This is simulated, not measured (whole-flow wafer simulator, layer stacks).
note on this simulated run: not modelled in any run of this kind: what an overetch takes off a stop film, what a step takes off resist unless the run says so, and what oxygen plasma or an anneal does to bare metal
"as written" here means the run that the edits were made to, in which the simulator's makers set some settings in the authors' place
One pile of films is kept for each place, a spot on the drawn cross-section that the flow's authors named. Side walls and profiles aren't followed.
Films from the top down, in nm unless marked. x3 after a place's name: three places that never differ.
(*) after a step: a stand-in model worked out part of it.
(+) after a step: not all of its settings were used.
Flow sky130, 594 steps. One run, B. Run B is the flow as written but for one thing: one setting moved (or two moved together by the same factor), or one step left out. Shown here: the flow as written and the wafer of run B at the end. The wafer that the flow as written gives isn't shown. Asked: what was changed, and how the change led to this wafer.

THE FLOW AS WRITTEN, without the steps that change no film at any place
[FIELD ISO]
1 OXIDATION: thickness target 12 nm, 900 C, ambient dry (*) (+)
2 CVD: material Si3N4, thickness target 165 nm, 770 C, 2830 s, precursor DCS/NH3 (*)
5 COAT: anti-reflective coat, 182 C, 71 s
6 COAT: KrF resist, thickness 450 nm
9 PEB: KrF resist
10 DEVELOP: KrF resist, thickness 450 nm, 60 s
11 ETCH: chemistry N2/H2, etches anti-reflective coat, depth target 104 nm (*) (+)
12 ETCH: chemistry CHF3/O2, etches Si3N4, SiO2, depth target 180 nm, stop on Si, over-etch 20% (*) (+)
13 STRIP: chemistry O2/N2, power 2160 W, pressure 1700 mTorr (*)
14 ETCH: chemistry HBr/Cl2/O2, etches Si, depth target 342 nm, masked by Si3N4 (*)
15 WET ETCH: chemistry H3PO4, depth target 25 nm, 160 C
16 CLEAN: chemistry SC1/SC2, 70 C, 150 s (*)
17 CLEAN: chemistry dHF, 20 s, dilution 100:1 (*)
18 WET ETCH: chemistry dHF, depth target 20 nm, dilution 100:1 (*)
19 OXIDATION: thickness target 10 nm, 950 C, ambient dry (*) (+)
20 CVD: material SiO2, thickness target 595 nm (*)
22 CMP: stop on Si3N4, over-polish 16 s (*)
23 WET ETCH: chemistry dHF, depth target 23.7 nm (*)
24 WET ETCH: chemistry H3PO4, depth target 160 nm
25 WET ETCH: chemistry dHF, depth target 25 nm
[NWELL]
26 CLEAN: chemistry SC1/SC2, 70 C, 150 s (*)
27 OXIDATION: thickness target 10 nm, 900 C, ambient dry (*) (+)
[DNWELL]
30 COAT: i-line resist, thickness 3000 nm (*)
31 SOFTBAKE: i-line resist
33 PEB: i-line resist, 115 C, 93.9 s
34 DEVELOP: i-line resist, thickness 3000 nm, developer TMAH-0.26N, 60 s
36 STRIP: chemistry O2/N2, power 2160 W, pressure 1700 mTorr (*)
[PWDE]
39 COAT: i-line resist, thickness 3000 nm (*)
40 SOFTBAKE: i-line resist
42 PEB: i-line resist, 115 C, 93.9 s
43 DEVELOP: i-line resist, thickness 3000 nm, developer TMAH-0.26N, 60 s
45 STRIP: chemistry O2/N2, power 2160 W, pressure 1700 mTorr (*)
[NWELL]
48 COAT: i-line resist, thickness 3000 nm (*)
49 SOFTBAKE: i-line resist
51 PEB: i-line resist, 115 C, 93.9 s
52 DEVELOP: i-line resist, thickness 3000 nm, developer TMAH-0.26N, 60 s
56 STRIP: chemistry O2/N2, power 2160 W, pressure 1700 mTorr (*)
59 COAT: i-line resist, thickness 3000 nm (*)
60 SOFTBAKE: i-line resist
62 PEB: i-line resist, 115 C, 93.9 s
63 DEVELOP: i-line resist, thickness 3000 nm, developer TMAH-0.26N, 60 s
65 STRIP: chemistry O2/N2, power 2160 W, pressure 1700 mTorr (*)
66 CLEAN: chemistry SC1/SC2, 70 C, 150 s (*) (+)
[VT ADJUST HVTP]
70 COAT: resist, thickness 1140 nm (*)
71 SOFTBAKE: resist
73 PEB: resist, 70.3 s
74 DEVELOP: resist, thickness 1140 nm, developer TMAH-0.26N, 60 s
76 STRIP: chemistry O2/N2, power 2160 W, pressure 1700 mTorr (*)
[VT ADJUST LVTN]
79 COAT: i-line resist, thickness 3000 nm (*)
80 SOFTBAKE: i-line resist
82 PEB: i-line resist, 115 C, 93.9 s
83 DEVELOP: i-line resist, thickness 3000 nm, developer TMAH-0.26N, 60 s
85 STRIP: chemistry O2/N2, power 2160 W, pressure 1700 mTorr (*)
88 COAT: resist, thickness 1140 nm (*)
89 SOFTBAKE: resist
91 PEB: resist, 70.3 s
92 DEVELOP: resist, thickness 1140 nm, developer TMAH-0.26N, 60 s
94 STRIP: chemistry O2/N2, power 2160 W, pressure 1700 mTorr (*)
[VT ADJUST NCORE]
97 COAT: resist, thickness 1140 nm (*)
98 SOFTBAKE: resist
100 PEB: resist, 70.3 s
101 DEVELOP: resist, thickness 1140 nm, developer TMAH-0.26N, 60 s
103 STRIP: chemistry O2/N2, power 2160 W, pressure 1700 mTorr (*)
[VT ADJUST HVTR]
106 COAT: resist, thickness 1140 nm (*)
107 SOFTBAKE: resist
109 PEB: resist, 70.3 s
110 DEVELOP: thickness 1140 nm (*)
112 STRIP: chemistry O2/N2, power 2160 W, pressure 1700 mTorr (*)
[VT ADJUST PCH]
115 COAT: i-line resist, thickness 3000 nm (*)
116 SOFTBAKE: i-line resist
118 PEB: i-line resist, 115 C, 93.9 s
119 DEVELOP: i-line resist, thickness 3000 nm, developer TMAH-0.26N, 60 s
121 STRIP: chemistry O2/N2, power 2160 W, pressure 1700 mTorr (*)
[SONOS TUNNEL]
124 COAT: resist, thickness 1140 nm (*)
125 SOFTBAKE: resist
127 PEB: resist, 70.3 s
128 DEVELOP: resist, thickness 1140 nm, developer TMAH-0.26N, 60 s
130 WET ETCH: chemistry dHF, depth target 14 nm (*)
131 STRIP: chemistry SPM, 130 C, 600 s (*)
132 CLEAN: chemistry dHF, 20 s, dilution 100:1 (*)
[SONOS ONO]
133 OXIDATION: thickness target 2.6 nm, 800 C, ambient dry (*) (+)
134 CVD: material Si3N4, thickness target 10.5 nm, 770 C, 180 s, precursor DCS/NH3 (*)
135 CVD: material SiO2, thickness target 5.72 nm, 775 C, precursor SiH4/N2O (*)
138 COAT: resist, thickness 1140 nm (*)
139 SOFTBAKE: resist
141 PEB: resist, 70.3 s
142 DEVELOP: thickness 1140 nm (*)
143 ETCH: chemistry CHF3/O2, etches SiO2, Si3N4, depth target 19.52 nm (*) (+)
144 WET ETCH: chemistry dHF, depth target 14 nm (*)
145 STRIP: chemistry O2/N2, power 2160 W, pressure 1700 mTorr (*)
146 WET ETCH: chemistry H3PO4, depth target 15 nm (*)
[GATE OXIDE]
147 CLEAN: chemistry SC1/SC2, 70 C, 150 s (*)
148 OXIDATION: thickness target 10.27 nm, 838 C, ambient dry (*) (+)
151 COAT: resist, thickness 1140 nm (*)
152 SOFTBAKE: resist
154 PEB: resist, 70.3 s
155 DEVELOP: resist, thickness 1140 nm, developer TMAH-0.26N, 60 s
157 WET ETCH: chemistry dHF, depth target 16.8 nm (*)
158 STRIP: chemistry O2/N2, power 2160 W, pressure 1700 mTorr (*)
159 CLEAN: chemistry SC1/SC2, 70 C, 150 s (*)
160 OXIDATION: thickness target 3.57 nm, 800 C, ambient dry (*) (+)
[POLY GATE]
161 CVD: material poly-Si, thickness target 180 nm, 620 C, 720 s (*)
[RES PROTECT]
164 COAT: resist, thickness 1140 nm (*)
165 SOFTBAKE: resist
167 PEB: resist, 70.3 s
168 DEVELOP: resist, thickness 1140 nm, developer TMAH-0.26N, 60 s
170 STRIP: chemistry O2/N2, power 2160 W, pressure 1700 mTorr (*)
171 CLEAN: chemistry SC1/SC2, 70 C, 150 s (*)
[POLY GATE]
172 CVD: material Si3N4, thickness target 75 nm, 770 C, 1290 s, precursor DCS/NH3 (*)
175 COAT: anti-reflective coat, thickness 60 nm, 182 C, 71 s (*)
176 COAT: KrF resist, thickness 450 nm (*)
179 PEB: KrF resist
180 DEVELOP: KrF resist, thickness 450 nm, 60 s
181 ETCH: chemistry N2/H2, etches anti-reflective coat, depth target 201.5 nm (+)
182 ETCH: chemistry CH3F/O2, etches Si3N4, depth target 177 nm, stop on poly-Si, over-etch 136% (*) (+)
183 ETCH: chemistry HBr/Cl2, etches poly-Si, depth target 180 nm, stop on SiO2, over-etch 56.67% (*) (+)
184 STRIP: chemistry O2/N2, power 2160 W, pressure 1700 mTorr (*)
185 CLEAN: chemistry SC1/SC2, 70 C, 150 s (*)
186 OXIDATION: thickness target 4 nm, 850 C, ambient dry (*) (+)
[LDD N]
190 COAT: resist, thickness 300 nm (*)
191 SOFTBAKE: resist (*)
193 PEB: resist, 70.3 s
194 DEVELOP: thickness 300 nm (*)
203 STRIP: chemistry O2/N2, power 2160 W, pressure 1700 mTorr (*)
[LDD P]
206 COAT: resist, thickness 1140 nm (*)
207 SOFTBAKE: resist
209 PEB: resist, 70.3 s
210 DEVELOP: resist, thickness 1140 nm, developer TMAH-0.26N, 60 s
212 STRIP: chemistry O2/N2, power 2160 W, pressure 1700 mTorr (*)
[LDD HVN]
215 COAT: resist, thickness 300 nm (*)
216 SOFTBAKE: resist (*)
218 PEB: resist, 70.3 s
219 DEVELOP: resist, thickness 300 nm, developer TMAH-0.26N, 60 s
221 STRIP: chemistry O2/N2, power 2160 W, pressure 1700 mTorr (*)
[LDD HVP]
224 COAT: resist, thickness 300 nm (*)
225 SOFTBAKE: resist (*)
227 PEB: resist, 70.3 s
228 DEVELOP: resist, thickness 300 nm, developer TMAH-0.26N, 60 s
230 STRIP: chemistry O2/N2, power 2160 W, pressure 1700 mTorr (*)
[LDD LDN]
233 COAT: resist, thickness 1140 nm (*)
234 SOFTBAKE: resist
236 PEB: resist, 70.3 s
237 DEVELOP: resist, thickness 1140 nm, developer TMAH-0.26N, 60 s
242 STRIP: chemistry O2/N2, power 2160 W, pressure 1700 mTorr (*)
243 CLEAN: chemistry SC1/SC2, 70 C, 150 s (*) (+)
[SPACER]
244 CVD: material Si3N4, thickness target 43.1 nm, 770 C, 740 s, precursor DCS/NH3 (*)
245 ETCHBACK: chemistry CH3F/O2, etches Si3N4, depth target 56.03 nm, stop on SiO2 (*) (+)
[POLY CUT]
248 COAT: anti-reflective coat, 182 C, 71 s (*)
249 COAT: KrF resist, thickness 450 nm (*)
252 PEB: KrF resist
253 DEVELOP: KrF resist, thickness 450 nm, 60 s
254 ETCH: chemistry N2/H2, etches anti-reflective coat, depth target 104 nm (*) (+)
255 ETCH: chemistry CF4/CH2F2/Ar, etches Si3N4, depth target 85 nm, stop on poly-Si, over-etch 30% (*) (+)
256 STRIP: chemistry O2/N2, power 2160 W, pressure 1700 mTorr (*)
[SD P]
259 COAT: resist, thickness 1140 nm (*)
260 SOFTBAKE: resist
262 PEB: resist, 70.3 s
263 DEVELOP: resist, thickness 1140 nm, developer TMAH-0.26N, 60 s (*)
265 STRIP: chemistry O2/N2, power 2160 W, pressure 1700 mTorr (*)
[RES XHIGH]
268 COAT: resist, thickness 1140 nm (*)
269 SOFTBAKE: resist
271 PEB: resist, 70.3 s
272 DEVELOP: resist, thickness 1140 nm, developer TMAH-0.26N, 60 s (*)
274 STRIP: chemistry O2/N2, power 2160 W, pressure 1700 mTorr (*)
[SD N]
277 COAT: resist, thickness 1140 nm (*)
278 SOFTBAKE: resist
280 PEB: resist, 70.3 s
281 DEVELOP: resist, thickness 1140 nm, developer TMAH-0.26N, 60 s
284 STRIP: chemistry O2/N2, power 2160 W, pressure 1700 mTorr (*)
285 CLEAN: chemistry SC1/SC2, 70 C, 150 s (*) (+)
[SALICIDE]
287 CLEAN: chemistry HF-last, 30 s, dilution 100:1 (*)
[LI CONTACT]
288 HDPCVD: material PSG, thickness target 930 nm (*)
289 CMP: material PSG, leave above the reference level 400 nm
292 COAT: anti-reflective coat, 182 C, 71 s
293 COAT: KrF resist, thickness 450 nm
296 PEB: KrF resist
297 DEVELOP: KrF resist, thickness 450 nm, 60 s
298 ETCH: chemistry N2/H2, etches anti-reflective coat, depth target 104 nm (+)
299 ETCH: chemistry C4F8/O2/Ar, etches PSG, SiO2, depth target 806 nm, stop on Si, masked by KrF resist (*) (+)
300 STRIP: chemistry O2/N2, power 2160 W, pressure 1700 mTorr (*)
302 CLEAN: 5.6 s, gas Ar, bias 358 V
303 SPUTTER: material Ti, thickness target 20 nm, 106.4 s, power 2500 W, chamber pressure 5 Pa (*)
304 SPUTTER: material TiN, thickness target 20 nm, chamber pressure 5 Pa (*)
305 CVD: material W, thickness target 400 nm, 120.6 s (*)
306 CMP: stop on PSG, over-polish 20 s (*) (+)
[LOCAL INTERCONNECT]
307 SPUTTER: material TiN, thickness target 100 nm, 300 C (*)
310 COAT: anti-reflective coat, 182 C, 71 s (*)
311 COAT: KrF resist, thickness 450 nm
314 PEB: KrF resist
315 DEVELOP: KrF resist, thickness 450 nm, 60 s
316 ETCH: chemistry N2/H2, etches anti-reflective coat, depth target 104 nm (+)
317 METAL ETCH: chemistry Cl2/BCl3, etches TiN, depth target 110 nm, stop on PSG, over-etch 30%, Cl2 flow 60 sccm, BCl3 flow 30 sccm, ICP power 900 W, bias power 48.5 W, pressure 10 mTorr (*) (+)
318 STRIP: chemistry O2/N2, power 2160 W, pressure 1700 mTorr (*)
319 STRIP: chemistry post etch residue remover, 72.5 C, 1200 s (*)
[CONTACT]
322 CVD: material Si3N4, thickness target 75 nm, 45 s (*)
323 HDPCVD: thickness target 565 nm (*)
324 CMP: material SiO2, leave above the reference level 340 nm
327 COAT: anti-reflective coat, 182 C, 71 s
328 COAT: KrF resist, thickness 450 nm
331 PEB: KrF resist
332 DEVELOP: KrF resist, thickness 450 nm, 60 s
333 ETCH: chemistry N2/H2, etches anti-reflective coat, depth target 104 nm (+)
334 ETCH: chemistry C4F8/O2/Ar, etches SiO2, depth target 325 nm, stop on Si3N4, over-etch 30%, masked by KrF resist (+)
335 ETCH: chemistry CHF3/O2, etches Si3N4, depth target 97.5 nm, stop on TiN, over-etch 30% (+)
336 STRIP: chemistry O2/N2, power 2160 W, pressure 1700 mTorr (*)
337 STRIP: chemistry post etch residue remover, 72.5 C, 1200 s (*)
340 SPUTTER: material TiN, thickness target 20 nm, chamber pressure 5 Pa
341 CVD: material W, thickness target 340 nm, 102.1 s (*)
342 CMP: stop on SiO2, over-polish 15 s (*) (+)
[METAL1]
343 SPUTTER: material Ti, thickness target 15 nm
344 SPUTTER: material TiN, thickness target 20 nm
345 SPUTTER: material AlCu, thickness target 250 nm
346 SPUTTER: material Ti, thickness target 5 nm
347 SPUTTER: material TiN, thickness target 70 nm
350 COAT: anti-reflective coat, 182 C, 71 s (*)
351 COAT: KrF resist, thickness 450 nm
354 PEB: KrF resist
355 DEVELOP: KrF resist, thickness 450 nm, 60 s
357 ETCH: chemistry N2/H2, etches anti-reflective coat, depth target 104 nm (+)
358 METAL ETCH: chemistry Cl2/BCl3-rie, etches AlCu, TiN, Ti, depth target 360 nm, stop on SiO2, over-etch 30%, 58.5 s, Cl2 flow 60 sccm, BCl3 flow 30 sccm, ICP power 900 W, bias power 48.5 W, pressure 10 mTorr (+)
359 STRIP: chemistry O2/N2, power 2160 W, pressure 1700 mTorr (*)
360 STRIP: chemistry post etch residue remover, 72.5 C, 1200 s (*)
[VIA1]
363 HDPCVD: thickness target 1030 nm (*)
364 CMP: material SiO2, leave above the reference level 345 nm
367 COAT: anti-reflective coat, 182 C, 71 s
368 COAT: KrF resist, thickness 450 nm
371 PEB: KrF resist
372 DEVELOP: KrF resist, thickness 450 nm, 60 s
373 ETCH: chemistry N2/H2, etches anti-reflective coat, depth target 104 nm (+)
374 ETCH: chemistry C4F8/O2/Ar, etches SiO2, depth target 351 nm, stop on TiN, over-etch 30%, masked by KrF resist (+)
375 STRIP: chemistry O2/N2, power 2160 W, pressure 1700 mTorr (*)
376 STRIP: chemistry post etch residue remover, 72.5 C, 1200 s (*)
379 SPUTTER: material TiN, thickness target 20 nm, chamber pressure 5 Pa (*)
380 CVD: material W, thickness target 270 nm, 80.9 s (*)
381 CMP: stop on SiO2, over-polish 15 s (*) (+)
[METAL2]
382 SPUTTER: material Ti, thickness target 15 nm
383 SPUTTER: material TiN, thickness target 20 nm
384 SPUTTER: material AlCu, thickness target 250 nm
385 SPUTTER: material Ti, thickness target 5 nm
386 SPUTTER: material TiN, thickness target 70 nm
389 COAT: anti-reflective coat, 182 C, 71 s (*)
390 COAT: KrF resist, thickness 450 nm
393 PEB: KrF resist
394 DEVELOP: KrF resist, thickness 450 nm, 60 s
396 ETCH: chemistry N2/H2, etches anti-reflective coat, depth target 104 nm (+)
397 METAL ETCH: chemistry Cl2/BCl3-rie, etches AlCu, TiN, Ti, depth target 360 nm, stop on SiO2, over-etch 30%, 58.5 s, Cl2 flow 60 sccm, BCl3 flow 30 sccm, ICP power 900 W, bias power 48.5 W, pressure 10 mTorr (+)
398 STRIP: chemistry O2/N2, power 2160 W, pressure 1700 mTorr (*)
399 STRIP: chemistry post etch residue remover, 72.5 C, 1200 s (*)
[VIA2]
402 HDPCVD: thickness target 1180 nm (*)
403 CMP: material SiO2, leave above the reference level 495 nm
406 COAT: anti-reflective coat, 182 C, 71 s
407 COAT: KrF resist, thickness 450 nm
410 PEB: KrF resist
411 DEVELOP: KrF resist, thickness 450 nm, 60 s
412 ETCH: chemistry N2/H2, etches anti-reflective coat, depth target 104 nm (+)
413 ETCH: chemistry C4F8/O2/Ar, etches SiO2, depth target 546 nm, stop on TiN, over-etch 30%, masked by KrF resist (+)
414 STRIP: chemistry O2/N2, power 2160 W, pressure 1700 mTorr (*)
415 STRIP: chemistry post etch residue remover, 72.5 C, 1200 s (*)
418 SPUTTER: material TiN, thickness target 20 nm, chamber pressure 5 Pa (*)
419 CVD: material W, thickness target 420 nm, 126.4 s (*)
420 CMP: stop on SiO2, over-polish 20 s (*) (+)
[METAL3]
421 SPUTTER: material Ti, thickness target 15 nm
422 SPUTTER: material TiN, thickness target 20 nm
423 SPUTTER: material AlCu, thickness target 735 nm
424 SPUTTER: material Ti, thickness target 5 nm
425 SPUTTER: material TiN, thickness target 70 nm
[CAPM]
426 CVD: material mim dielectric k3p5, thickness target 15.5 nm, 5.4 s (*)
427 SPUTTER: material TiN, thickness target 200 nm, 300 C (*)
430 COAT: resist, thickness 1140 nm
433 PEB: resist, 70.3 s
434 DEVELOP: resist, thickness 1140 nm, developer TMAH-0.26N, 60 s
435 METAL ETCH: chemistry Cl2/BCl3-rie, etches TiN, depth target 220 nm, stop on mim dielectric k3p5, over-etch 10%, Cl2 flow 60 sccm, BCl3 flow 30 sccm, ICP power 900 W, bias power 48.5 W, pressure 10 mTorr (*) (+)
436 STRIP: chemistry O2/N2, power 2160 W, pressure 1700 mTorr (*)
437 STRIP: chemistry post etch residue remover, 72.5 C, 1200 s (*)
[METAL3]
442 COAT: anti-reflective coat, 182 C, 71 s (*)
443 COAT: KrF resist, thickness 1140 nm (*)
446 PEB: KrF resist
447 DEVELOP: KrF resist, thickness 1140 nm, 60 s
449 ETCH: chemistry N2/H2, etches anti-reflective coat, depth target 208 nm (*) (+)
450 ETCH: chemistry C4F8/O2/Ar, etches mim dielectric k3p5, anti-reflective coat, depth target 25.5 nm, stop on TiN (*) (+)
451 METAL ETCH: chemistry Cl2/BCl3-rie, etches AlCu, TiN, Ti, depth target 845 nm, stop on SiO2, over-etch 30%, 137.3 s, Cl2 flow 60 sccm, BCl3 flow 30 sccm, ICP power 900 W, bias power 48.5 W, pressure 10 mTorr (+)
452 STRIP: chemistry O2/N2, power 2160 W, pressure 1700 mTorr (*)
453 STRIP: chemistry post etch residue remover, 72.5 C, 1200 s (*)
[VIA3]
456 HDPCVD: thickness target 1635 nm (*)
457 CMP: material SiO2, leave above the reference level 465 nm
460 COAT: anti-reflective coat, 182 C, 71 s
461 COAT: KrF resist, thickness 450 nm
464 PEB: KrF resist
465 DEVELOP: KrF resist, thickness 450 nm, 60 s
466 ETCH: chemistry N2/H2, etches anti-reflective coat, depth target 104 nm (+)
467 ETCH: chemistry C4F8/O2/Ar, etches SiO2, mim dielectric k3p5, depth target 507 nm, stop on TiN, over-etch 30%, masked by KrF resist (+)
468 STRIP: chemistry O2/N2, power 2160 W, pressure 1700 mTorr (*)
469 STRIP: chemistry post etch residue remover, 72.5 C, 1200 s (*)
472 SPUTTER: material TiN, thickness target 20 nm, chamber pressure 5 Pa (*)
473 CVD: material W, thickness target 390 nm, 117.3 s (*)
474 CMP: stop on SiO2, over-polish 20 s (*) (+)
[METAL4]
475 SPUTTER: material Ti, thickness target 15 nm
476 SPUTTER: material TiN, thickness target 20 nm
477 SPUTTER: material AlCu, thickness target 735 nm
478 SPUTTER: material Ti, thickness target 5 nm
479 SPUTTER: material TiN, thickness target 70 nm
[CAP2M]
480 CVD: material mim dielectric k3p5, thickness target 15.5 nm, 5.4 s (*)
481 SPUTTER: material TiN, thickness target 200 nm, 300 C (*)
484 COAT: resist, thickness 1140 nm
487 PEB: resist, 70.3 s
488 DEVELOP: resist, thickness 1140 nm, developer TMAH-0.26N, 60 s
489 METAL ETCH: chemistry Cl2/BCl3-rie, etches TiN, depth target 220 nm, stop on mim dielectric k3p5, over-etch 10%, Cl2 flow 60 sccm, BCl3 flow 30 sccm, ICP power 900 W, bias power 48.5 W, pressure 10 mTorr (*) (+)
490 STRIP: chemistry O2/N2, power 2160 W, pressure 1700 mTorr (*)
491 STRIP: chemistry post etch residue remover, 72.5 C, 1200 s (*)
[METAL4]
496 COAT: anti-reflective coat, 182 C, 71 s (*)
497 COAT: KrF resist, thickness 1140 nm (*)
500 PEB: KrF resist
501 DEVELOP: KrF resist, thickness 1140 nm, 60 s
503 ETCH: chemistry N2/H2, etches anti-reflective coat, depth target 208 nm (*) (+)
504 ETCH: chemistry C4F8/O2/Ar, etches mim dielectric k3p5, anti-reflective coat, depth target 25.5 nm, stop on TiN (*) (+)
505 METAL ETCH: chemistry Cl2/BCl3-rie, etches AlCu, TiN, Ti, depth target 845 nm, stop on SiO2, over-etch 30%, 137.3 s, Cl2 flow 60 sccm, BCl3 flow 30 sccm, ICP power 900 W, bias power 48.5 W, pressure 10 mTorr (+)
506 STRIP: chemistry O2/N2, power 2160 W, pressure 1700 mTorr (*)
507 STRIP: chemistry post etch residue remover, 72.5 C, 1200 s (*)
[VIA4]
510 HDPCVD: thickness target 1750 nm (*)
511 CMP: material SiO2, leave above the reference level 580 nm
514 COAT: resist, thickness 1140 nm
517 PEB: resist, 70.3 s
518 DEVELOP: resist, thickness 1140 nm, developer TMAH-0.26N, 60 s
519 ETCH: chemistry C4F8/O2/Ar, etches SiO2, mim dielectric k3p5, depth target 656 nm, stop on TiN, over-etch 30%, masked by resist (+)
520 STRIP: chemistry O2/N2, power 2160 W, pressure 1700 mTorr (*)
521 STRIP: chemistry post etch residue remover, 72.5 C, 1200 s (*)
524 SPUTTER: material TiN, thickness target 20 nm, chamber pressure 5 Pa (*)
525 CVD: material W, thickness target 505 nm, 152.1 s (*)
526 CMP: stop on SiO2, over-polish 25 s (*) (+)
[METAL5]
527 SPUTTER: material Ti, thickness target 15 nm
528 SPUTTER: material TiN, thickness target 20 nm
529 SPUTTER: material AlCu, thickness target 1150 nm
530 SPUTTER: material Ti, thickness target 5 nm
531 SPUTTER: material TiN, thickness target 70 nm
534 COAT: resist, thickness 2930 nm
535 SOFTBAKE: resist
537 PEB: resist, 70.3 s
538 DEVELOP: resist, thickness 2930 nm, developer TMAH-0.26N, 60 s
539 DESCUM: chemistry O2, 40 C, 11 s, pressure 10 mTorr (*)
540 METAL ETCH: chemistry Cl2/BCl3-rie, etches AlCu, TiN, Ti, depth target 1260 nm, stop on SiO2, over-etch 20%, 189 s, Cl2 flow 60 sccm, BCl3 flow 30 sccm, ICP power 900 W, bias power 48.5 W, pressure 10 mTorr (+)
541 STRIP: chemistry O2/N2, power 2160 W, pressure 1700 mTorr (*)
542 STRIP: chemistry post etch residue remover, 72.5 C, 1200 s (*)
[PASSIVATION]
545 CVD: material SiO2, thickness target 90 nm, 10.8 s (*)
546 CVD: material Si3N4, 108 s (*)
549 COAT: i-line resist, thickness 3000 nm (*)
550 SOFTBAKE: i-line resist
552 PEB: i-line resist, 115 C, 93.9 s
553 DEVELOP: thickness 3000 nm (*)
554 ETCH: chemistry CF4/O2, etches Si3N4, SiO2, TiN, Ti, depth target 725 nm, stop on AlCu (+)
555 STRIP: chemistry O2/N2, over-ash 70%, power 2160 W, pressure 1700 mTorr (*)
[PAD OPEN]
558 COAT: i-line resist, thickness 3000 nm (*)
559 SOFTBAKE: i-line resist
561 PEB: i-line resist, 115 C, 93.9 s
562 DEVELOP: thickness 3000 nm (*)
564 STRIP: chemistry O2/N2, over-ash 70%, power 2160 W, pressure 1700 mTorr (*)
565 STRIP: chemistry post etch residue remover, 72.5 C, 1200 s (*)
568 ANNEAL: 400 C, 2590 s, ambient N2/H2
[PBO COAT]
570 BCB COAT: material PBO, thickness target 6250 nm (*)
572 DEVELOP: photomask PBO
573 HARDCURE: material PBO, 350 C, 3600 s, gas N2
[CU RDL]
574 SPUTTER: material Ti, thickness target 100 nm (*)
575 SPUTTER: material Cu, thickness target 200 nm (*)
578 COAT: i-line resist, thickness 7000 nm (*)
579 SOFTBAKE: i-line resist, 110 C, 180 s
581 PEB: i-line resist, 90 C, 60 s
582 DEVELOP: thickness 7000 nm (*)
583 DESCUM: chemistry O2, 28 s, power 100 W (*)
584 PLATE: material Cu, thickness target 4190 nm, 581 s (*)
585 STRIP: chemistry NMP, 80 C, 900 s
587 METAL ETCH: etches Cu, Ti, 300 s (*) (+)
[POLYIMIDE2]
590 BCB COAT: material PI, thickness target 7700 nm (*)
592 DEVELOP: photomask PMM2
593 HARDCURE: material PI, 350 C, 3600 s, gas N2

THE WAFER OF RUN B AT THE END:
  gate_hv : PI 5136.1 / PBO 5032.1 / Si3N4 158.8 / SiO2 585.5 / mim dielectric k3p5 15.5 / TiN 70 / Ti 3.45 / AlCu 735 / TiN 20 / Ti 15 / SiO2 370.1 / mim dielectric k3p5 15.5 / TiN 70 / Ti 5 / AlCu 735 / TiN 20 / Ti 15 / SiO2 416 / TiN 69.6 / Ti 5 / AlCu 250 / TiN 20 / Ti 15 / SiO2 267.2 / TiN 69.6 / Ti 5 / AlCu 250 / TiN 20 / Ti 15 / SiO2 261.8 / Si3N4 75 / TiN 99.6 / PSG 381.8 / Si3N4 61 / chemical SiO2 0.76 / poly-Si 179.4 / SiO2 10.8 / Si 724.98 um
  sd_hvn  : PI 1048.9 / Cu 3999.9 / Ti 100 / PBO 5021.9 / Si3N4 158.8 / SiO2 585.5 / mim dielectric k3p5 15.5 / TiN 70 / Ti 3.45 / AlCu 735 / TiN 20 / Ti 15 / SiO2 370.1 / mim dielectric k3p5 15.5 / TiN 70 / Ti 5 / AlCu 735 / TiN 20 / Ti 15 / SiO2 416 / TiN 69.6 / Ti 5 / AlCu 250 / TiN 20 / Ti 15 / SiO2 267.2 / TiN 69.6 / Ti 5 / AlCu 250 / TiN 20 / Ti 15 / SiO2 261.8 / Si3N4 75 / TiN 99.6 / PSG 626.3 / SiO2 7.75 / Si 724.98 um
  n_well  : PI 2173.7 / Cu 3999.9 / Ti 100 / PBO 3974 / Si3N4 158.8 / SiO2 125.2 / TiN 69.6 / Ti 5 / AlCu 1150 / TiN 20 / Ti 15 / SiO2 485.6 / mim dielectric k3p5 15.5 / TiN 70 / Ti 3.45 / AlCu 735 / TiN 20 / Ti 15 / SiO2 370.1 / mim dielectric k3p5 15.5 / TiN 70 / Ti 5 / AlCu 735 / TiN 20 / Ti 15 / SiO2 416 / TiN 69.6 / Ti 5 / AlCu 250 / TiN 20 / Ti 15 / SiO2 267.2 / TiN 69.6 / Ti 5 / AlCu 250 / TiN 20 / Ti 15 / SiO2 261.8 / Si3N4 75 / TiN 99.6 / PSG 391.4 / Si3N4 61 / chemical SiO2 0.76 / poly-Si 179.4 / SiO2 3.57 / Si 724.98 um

The cause: step 478, SPUTTER: thickness target 3.45 nm was run, where the flow has thickness target 5 nm.
It can be read off the wafer: gate_hv has Ti 3.45, and step 478 as written asks for 5 nm.

How the change led to this, step by step:
  478 SPUTTER: material Ti, thickness target 5 nm
      field, active, n_well and 189 more: Ti +3.45 (new film) (as written it would be: Ti +5 (new film))
  505 METAL ETCH: chemistry Cl2/BCl3-rie, etches AlCu, TiN, Ti, depth target 845 nm, stop on SiO2, over-etch 30%, 137.3 s, Cl2 flow 60 sccm, BCl3 flow 30 sccm, ICP power 900 W, bias power 48.5 W, pressure 10 mTorr (+)
      field, gate, spacer and 68 more: TiN -70 (all of it), Ti -3.45 (all of it), AlCu -735 (all of it), TiN -20 (all of it), Ti -15 (all of it), SiO2 -25.5 (as written it would be: TiN -70 (all of it), Ti -5 (all of it), AlCu -735 (all of it), TiN -20 (all of it), Ti -15 (all of it), SiO2 -25.4)
      active, vpp_iso1, mim_edge_plate and 14 more: TiN -70 (all of it), Ti -3.45 (all of it), AlCu -735 (all of it), TiN -20 (all of it), Ti -15 (all of it), SiO2 -25.5 (as written it would be: TiN -70 (all of it), Ti -5 (all of it), AlCu -735 (all of it), TiN -20 (all of it), Ti -15 (all of it), SiO2 -25.3)
